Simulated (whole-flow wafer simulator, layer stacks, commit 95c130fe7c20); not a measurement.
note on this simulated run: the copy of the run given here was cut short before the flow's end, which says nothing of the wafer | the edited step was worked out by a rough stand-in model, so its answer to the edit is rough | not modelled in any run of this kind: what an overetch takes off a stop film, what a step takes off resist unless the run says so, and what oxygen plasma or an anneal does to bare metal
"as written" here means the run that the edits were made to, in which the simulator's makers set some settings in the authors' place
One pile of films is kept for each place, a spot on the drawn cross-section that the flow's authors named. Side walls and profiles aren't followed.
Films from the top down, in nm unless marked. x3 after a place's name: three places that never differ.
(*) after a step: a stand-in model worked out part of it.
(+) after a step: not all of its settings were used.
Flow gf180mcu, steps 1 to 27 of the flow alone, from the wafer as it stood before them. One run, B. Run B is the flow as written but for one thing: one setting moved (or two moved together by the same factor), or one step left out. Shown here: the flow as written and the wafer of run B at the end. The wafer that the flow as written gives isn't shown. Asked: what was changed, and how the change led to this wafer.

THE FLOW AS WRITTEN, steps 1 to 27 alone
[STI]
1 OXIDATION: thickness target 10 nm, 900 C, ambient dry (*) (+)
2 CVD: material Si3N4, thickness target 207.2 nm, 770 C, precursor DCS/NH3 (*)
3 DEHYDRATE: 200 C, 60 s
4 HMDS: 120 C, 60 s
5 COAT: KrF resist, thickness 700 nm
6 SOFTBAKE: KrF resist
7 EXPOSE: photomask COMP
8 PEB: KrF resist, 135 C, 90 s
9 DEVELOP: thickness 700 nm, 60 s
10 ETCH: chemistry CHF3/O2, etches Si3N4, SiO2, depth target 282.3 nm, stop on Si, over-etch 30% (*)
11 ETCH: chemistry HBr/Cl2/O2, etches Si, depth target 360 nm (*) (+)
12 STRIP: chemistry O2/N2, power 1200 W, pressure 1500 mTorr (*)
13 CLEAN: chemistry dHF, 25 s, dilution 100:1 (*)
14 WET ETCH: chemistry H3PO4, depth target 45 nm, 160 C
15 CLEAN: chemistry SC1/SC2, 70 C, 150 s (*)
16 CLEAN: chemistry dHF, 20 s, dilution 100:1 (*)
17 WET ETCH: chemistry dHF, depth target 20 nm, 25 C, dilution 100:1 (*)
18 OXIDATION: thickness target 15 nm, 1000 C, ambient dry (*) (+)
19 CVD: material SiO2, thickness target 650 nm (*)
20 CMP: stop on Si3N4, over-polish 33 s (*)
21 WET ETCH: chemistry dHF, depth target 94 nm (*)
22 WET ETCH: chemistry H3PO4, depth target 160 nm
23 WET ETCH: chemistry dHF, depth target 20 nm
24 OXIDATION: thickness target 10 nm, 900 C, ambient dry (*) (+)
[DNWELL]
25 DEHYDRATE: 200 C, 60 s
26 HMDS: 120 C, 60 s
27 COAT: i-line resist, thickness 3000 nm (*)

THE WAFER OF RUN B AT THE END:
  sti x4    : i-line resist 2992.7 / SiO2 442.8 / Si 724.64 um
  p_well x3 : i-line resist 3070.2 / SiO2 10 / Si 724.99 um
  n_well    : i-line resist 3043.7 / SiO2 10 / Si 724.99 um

The cause: step 21, WET ETCH: depth target 57.1 nm was run, where the flow has depth target 94 nm.

How the change led to this, step by step:
  21 WET ETCH: chemistry dHF, depth target 94 nm (*)
      active, n_well, p_well x3 and 38 more: Si3N4 -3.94 (as written it would be: Si3N4 -6.43)
      field, field_sub, sti x4 and 31 more: SiO2 -57.1 (as written it would be: SiO2 -94)
